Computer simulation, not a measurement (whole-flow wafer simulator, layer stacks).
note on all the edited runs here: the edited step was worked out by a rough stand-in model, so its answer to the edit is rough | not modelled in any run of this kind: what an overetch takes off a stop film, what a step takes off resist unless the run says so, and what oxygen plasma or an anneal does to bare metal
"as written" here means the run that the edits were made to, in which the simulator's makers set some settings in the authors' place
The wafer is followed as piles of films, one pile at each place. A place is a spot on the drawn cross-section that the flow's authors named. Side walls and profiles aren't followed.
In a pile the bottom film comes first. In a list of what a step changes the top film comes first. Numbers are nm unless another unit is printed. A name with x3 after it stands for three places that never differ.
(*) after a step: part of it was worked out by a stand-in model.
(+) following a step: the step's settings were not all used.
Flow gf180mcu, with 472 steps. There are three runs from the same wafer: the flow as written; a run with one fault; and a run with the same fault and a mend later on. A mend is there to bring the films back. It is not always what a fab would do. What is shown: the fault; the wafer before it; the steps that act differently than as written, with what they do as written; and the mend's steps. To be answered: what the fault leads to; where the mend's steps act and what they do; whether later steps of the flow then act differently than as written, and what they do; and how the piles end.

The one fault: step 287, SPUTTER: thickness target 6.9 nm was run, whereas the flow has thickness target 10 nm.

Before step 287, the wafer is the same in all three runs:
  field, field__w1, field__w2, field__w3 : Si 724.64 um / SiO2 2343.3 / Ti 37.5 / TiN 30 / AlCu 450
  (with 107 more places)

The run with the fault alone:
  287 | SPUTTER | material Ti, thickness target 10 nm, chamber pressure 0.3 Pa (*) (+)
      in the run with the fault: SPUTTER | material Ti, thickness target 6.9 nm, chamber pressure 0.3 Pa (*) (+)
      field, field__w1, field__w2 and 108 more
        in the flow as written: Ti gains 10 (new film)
        in the run with the fault: Ti gains 6.9 (new film)
  Steps later in the flow that act otherwise than as written (5 more steps, not shown, differ only slightly: by at most 2% or 0.5 nm, whichever is larger):
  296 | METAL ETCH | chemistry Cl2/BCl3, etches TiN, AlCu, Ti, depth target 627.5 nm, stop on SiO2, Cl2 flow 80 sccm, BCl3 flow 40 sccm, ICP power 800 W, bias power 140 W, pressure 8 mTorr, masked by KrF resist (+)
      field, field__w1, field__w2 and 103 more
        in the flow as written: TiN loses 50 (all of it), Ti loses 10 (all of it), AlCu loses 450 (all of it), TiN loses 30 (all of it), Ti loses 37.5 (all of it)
        in the run with the fault: TiN loses 50 (all of it), Ti loses 6.9 (all of it), AlCu loses 450 (all of it), TiN loses 30 (all of it), Ti loses 37.5 (all of it)
  By the end, the piles at field__w8, contact, m1, m1__w1, m1_nw depart from the flow's by more than 2% or 0.5 nm, whichever is larger.
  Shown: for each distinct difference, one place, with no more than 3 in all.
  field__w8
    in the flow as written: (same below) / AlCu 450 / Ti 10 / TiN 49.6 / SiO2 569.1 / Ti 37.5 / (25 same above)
    in the run with the fault: (same below) / AlCu 450 / Ti 6.9 / TiN 49.6 / SiO2 572.2 / Ti 37.5 / (25 same above)
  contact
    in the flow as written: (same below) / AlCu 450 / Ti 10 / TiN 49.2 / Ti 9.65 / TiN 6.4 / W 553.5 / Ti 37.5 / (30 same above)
    in the run with the fault: (same below) / AlCu 450 / Ti 6.9 / TiN 49.2 / Ti 9.64 / TiN 6.39 / W 556.6 / Ti 37.5 / (30 same above)

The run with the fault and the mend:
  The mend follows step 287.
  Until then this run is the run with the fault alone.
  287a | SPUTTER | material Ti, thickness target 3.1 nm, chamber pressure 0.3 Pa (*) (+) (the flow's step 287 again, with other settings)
      field, field__w1, field__w2 and 108 more
        Ti gains 3.1
  Later steps of the flow that are run all act as written at every place that is followed.
  The piles end the same as the flow's at every place that both follow.
